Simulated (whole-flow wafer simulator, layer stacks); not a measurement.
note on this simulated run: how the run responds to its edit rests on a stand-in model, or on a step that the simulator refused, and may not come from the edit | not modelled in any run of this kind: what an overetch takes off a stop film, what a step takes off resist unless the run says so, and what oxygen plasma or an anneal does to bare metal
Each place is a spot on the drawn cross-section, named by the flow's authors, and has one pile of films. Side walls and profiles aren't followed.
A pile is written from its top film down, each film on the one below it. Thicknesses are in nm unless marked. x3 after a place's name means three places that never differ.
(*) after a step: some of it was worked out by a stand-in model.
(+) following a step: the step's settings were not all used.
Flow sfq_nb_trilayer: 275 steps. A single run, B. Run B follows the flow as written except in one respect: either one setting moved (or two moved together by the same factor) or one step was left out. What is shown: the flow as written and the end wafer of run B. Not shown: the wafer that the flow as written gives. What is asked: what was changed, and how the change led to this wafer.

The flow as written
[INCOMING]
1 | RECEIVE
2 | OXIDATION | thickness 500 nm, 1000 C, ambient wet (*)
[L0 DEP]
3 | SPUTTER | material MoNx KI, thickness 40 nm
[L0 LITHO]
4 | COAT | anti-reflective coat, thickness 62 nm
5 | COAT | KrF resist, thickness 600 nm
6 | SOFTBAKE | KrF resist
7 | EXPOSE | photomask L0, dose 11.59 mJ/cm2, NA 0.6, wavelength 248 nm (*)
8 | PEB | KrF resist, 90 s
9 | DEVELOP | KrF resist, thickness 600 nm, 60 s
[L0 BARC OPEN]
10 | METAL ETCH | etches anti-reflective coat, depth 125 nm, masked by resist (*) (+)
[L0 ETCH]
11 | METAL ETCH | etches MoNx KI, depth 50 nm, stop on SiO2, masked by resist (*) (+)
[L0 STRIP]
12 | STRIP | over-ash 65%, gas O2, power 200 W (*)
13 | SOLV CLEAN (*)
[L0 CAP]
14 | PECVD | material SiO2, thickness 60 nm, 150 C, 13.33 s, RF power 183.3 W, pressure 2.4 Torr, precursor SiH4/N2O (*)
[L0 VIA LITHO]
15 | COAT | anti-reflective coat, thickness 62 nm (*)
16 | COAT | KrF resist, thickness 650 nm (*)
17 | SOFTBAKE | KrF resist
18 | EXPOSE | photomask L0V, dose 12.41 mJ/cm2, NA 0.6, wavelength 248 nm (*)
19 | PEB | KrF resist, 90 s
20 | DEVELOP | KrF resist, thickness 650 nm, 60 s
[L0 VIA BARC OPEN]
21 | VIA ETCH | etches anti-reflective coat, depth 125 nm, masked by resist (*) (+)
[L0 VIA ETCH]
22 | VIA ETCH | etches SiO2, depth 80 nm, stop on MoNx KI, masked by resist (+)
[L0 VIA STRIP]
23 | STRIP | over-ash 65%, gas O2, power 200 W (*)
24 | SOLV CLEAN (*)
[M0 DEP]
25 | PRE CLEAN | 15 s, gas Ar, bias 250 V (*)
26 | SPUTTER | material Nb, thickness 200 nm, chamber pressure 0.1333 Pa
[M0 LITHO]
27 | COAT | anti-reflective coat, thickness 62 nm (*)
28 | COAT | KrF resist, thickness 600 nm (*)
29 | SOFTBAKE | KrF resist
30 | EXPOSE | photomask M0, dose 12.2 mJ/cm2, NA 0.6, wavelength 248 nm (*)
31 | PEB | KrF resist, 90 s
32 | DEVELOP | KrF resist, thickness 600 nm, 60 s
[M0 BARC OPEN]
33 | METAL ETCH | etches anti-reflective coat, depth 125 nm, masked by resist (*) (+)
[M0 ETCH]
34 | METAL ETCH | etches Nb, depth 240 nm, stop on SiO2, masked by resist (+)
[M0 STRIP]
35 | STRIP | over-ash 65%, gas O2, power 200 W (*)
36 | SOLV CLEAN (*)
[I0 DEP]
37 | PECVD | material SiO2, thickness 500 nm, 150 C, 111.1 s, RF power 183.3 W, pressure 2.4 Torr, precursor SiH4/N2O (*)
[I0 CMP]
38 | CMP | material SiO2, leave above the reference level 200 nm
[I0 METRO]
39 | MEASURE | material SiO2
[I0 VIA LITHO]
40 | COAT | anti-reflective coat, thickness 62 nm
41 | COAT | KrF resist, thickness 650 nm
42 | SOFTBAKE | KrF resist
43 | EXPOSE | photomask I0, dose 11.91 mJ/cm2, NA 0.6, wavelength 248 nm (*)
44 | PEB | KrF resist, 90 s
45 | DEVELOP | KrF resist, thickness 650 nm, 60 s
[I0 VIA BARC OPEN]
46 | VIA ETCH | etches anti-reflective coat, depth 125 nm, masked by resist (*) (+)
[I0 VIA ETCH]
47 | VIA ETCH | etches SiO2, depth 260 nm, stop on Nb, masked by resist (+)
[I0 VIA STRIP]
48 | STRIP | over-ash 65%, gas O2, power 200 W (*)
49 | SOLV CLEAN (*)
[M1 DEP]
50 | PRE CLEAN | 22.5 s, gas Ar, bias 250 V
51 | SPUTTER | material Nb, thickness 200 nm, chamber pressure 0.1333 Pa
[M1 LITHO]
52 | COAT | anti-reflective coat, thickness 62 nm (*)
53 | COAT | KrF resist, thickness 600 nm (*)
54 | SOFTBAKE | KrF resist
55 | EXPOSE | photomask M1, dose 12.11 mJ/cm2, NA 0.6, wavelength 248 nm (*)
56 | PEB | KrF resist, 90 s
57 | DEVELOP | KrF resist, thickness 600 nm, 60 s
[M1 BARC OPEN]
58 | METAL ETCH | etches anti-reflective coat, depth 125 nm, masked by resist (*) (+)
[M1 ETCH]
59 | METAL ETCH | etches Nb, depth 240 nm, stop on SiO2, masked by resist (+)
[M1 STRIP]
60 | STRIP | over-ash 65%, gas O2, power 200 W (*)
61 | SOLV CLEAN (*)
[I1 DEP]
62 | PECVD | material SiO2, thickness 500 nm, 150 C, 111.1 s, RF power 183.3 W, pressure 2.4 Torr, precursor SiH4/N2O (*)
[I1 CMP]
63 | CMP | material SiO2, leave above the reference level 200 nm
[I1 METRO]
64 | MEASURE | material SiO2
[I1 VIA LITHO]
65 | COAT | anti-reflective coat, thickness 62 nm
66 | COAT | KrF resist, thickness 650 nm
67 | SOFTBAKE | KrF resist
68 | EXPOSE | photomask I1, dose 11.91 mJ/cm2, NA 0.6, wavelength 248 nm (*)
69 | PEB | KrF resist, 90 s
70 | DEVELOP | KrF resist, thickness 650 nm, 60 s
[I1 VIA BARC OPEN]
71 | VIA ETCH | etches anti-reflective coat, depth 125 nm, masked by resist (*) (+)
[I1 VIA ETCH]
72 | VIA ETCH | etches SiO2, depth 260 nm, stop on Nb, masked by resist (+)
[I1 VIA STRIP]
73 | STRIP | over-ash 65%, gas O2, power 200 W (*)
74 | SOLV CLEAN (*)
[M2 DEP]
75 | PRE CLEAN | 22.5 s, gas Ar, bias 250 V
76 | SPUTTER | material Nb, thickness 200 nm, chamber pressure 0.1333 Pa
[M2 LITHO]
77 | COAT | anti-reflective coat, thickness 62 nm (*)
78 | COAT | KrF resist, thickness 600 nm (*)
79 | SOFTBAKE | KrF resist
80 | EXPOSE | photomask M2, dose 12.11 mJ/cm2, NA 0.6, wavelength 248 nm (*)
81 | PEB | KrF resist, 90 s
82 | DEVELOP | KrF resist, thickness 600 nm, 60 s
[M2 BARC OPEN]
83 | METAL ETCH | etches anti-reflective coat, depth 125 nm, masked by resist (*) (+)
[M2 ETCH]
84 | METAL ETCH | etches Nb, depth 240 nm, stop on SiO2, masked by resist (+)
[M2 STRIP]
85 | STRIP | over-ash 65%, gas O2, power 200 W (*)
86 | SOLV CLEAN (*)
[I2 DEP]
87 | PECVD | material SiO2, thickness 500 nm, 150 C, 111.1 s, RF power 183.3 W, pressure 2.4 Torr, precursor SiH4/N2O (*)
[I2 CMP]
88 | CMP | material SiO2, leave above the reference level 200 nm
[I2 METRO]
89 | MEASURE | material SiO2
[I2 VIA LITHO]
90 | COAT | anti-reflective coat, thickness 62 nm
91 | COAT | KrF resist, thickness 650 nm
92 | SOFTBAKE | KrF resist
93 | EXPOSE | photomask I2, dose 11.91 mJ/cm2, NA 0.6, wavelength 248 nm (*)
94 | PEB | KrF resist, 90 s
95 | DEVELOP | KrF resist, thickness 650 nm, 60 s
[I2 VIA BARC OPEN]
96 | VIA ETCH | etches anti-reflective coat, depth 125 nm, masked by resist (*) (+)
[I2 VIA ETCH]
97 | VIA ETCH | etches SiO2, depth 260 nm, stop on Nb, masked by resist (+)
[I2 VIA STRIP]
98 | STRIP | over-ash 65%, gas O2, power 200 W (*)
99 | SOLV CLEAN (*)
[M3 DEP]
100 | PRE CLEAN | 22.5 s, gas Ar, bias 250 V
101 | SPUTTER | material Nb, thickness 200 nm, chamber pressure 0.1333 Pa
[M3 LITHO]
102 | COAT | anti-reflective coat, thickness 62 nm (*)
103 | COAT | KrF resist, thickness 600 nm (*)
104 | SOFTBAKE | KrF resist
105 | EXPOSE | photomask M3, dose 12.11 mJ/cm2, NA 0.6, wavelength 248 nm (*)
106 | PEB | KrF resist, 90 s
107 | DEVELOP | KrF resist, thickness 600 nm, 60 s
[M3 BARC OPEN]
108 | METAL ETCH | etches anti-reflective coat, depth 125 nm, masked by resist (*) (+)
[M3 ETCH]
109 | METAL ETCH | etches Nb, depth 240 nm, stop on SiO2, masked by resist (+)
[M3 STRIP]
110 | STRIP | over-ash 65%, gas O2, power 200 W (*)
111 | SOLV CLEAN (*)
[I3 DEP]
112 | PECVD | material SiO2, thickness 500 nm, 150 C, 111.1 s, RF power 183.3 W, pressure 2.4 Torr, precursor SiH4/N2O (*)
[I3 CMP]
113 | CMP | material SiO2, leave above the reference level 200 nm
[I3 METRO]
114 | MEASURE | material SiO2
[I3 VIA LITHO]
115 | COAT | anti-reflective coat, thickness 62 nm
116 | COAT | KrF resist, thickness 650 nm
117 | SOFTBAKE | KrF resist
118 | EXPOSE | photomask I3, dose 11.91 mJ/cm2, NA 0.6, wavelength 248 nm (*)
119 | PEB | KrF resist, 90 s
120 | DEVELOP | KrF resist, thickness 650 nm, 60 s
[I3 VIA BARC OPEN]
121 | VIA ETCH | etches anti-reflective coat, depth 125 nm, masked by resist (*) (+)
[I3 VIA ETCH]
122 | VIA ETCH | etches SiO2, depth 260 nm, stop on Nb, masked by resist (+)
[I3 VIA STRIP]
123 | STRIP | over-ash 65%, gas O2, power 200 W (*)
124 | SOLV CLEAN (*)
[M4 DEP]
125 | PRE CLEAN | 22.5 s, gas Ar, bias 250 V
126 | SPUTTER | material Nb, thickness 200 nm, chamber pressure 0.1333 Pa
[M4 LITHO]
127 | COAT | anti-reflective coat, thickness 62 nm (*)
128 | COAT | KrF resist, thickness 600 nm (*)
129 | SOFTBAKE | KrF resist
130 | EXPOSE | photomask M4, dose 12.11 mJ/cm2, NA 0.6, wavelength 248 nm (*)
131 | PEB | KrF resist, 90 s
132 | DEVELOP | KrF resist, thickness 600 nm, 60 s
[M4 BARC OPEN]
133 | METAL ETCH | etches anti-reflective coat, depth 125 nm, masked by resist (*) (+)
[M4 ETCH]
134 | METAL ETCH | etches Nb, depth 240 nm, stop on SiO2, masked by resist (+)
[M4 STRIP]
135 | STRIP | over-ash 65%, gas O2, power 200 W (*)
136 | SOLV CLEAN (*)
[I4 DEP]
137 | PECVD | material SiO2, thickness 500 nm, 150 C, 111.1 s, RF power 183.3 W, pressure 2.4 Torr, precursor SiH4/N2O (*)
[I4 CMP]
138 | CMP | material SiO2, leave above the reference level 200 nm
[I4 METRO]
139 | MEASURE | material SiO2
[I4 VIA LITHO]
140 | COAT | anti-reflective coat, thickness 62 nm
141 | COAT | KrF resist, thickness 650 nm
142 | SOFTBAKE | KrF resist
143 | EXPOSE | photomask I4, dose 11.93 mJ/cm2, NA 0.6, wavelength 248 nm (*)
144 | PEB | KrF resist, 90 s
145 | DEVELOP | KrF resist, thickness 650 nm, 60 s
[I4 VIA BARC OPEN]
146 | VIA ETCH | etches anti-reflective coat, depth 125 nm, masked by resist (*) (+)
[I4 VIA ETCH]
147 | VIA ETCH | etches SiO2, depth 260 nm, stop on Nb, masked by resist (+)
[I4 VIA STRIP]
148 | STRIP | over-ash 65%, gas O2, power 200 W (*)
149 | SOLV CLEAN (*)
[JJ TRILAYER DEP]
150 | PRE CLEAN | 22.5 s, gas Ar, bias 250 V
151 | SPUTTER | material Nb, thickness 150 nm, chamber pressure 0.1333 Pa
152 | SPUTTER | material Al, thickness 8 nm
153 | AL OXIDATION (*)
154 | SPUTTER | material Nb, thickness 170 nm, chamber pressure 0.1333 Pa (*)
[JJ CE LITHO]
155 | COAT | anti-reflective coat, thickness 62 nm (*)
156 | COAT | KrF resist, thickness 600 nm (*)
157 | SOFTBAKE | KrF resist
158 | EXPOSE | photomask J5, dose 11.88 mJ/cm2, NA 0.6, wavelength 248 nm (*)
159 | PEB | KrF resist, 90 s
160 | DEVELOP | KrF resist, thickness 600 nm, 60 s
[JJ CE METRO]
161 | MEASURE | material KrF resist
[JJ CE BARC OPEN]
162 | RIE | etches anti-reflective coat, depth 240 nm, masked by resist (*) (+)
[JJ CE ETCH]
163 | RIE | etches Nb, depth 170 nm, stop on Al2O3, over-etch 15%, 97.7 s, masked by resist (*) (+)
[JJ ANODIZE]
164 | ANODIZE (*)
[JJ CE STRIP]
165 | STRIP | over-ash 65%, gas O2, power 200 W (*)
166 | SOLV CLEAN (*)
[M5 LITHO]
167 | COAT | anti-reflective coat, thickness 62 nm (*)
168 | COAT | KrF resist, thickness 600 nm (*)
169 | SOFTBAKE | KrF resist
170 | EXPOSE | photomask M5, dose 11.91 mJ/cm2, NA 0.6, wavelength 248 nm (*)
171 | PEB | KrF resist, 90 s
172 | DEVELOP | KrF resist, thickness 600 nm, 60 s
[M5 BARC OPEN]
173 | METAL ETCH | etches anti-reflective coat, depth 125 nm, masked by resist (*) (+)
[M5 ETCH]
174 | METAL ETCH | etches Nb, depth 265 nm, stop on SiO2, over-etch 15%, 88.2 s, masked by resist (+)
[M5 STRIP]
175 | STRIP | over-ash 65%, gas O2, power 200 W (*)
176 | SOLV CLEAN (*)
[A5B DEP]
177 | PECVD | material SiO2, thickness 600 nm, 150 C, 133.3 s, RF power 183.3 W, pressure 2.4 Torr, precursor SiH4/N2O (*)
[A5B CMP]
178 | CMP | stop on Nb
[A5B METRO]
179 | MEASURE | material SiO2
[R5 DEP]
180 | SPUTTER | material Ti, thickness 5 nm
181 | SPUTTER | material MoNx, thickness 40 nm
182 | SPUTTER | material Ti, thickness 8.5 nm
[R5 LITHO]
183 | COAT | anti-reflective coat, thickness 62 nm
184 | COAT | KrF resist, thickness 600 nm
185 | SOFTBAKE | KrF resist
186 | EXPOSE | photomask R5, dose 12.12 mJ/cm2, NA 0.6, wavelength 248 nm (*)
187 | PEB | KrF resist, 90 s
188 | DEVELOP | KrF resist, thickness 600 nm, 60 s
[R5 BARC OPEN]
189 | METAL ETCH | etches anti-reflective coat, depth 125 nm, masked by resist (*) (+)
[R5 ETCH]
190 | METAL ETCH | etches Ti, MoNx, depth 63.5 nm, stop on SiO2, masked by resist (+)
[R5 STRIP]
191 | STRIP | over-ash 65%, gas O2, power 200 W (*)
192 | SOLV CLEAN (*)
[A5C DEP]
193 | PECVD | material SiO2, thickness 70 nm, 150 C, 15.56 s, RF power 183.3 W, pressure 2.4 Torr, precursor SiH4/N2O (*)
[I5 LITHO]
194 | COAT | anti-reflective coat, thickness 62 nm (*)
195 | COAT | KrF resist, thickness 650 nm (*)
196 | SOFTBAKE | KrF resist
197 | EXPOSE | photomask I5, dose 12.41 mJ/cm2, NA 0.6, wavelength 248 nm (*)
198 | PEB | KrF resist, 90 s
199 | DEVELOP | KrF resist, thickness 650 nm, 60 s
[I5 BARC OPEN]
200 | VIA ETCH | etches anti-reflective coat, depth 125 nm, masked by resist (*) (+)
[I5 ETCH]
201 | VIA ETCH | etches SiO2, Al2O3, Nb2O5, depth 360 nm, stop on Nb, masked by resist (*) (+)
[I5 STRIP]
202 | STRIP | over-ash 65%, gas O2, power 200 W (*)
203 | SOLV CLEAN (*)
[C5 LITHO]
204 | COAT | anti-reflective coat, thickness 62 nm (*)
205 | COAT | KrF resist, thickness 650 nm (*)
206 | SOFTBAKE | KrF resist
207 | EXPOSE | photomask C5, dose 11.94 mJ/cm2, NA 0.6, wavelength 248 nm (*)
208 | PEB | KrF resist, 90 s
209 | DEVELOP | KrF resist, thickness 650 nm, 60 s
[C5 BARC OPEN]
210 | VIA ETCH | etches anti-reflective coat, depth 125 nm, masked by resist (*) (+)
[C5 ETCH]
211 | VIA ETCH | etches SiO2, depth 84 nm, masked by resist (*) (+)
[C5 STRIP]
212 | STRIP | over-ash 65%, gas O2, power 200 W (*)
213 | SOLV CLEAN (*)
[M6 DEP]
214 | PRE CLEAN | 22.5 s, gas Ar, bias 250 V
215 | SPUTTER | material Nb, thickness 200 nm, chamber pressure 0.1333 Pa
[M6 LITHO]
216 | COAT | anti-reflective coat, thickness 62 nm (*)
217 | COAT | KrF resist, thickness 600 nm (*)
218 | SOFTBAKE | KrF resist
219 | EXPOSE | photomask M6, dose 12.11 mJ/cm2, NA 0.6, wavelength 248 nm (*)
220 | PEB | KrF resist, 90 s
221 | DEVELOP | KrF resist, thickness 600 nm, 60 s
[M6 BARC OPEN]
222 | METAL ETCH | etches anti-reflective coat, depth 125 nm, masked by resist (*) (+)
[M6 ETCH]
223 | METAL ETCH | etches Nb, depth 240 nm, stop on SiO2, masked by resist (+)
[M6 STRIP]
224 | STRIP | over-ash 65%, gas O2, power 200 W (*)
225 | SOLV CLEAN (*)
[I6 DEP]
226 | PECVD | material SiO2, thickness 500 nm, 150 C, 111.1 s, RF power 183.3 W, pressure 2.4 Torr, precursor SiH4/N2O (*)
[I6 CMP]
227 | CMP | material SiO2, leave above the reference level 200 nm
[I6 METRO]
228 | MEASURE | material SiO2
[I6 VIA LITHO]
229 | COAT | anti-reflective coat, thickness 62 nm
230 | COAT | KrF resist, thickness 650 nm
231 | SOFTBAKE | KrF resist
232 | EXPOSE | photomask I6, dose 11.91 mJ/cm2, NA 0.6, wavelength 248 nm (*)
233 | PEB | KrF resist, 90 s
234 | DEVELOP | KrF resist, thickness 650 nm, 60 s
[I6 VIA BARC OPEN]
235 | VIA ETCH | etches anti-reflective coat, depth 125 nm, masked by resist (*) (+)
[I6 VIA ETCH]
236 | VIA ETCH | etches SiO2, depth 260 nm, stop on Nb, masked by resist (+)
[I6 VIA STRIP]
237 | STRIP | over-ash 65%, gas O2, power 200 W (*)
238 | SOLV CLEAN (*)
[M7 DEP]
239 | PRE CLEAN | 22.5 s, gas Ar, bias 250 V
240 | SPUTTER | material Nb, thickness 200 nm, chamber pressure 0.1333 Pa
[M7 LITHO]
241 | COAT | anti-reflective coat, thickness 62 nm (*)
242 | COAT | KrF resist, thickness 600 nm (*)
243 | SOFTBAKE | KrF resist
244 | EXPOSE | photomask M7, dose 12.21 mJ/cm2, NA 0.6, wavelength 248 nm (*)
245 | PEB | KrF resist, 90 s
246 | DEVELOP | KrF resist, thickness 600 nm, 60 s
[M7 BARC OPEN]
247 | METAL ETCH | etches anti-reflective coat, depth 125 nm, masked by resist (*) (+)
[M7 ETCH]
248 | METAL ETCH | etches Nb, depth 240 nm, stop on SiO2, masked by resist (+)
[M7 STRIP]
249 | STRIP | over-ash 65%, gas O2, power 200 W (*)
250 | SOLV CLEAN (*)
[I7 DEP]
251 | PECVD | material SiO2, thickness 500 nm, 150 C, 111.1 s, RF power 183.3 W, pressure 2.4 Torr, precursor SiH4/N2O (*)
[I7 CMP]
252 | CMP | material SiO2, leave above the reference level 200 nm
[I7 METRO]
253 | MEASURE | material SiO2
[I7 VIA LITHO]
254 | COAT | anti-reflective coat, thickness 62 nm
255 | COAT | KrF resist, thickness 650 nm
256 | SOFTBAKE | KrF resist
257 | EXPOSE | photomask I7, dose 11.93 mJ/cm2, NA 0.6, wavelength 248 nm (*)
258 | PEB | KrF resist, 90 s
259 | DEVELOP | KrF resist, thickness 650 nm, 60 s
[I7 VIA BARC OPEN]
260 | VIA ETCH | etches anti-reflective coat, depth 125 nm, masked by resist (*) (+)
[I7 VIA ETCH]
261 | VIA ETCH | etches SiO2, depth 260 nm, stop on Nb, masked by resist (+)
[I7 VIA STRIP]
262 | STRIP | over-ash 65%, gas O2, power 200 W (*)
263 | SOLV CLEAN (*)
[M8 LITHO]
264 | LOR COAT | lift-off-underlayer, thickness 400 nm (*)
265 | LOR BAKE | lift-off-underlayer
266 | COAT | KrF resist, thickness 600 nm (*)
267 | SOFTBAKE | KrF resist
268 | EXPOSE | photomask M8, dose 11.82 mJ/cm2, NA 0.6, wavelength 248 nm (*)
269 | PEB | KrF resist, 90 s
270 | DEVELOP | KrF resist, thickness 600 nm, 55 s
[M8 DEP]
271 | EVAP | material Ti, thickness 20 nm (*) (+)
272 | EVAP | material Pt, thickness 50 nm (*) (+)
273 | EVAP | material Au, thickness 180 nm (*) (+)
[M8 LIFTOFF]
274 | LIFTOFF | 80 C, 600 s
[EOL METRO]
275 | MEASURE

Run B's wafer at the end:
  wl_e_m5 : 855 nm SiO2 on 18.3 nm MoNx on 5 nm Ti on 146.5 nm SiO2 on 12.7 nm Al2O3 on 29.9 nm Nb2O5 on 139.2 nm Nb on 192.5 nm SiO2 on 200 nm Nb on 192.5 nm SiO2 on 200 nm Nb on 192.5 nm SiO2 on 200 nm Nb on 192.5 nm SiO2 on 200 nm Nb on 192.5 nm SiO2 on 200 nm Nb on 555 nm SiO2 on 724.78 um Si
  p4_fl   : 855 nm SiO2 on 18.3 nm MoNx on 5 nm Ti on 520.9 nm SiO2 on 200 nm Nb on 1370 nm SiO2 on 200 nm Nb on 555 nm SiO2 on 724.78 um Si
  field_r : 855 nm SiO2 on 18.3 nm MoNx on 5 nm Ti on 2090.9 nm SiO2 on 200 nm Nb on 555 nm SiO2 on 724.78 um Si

The reason: step 190, METAL ETCH: depth 30.2 nm was run, while the flow as written has depth 63.5 nm.

Step by step, how the change led to this:
  190 | METAL ETCH | etches Ti, MoNx, depth 63.5 nm, stop on SiO2, masked by resist (+)
      field_l, v_sur, via_wl and 92 more: -8.5 Ti (all of it), -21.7 MoNx (as written it would have been: -8.5 Ti (all of it), -40 MoNx (all of it), -5 Ti (all of it))
      ce_l, c5j, ce_r, wl_jj: -8.5 Ti (all of it), -21.7 MoNx (as written it would have been: -8.5 Ti (all of it), -40 MoNx (all of it), -5 Ti (all of it), -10 Nb)
      (as well as at 7 more places)
  191 | STRIP | over-ash 65%, gas O2, power 200 W (*)
      be_r, r_sur, res, r_end, r5r_line_l, r5r_line_c, r5r_line_r: -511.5 KrF resist (all of it), -62 anti-reflective coat (all of it) (as written it would have been: -498.2 KrF resist (all of it), -62 anti-reflective coat (all of it))
  193 | PECVD | material SiO2, thickness 70 nm, 150 C, 15.56 s, RF power 183.3 W, pressure 2.4 Torr, precursor SiH4/N2O (*)
      field_l, v_sur, via_wl and 92 more: +70 SiO2 (new film) (as written it would have been: +70 SiO2)
  194 | COAT | anti-reflective coat, thickness 62 nm (*)
      wl_j_sl, wl_j_sr: +62 anti-reflective coat (new film) (as written it would have been: +60.2 anti-reflective coat (new film))
      r5r_spacepad_l, r5r_spacepad_r: +74.4 anti-reflective coat (new film) (as written it would have been: +84.4 anti-reflective coat (new film))
      (as well as at 15 more places)
  201 | VIA ETCH | etches SiO2, Al2O3, Nb2O5, depth 360 nm, stop on Nb, masked by resist (*) (+)
      be: -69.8 SiO2 (all of it), -18.3 MoNx (all of it), -5 Ti (all of it), -146.5 SiO2 (all of it), -12.7 Al2O3 (all of it), -29.9 Nb2O5 (all of it) (as written it would have been: -216.4 SiO2 (all of it), -12.7 Al2O3 (all of it), -29.9 Nb2O5 (all of it))
  202 | STRIP | over-ash 65%, gas O2, power 200 W (*)
      wl_j_sl, wl_j_sr: -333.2 KrF resist (all of it), -62 anti-reflective coat (all of it) (as written it would have been: -333.3 KrF resist (all of it), -60.2 anti-reflective coat (all of it))
      r5r_spacepad_l, r5r_spacepad_r: -334.6 KrF resist (all of it), -74.4 anti-reflective coat (all of it) (as written it would have been: -335.6 KrF resist (all of it), -84.4 anti-reflective coat (all of it))
      (as well as at 15 more places)
  204 | COAT | anti-reflective coat, thickness 62 nm (*)
      wl_j_sl, wl_j_sr: +62 anti-reflective coat (new film) (as written it would have been: +60.2 anti-reflective coat (new film))
      r5r_spacepad_l, r5r_spacepad_r: +74.4 anti-reflective coat (new film) (as written it would have been: +84.4 anti-reflective coat (new film))
      (as well as at 17 more places)
  210 | VIA ETCH | etches anti-reflective coat, depth 125 nm, masked by resist (*) (+)
      field_l, v_sur, via_wl and 101 more: -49 KrF resist (as written it would have been: -47.4 KrF resist)
      c5j: -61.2 anti-reflective coat (all of it), -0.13 SiO2 (as written it would have been: -63.9 anti-reflective coat (all of it), -0.11 SiO2)
      (as well as at 1 more place)
  211 | VIA ETCH | etches SiO2, depth 84 nm, masked by resist (*) (+)
      c5j: -69.9 SiO2 (all of it) (as written it would have been: -69.9 SiO2 (all of it), -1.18 Nb)
  212 | STRIP | over-ash 65%, gas O2, power 200 W (*)
      wl_j_sl, wl_j_sr: -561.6 KrF resist (all of it), -62 anti-reflective coat (all of it) (as written it would have been: -563.4 KrF resist (all of it), -60.2 anti-reflective coat (all of it))
      r5r_spacepad_l, r5r_spacepad_r: -563 KrF resist (all of it), -74.4 anti-reflective coat (all of it) (as written it would have been: -565.8 KrF resist (all of it), -84.4 anti-reflective coat (all of it))
      (as well as at 15 more places)
  214 | PRE CLEAN | 22.5 s, gas Ar, bias 250 V
      c5j: -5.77 MoNx (as written it would have been: -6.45 Nb)
  215 | SPUTTER | material Nb, thickness 200 nm, chamber pressure 0.1333 Pa
      c5j: +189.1 Nb (new film) (as written it would have been: +188.4 Nb)
      be: +142.2 Nb (as written it would have been: +147.3 Nb)
  216 | COAT | anti-reflective coat, thickness 62 nm (*)
      wl_j_sl, wl_j_sr: +62 anti-reflective coat (new film) (as written it would have been: +60.2 anti-reflective coat (new film))
      r5r_spacepad_l, r5r_spacepad_r: +74.7 anti-reflective coat (new film) (as written it would have been: +85.7 anti-reflective coat (new film))
      (as well as at 18 more places)
  217 | COAT | KrF resist, thickness 600 nm (*)
      be: +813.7 KrF resist (new film) (as written it would have been: +793.9 KrF resist (new film))
  222 | METAL ETCH | etches anti-reflective coat, depth 125 nm, masked by resist (*) (+)
      r5r_spacepad_l, r5r_spacepad_r: -74.7 anti-reflective coat (all of it) (as written it would have been: -85.7 anti-reflective coat (all of it))
      r5r_line_c, r5r_line_r: -54.2 anti-reflective coat (all of it) (as written it would have been: -50 anti-reflective coat (all of it))
      (as well as at 3 more places)
  224 | STRIP | over-ash 65%, gas O2, power 200 W (*)
      wl_j_sl, wl_j_sr: -382.4 KrF resist (all of it), -62 anti-reflective coat (all of it) (as written it would have been: -382.5 KrF resist (all of it), -60.2 anti-reflective coat (all of it))
      wire: -367.8 KrF resist (all of it), -47.2 anti-reflective coat (all of it) (as written it would have been: -369.8 KrF resist (all of it), -48.3 anti-reflective coat (all of it))
      (as well as at 12 more places)
  ... 1 other step ...
  227 | CMP | material SiO2, leave above the reference level 200 nm
      ce_l, ce_r, wl_jj: -300 SiO2 (as written it would have been: -290 SiO2)
      be_r, r_sur, r_end: -330.2 SiO2 (as written it would have been: -353.5 SiO2)
      (as well as at 7 more places)
If metal films that touch count as one body, wl_e_m5 has 7 bodies (between them, from the top down: SiO2 146.5 / Al2O3 12.7 / Nb2O5 29.9; SiO2 192.5; SiO2 192.5; SiO2 192.5; SiO2 192.5; SiO2 192.5); the flow as written gives 6 bodies (between them, from the top down: SiO2 192.5; SiO2 192.5; SiO2 192.5; SiO2 192.5; SiO2 192.5).
If metal films that touch count as one body, p4_fl has 3 bodies (between them, from the top down: SiO2 520.9; SiO2 1370); the flow as written gives 2 bodies (between them, from the top down: SiO2 1370).
If metal films that touch count as one body, field_r has 2 bodies (between them, from the top down: SiO2 2090.9); the flow as written gives 1 body.
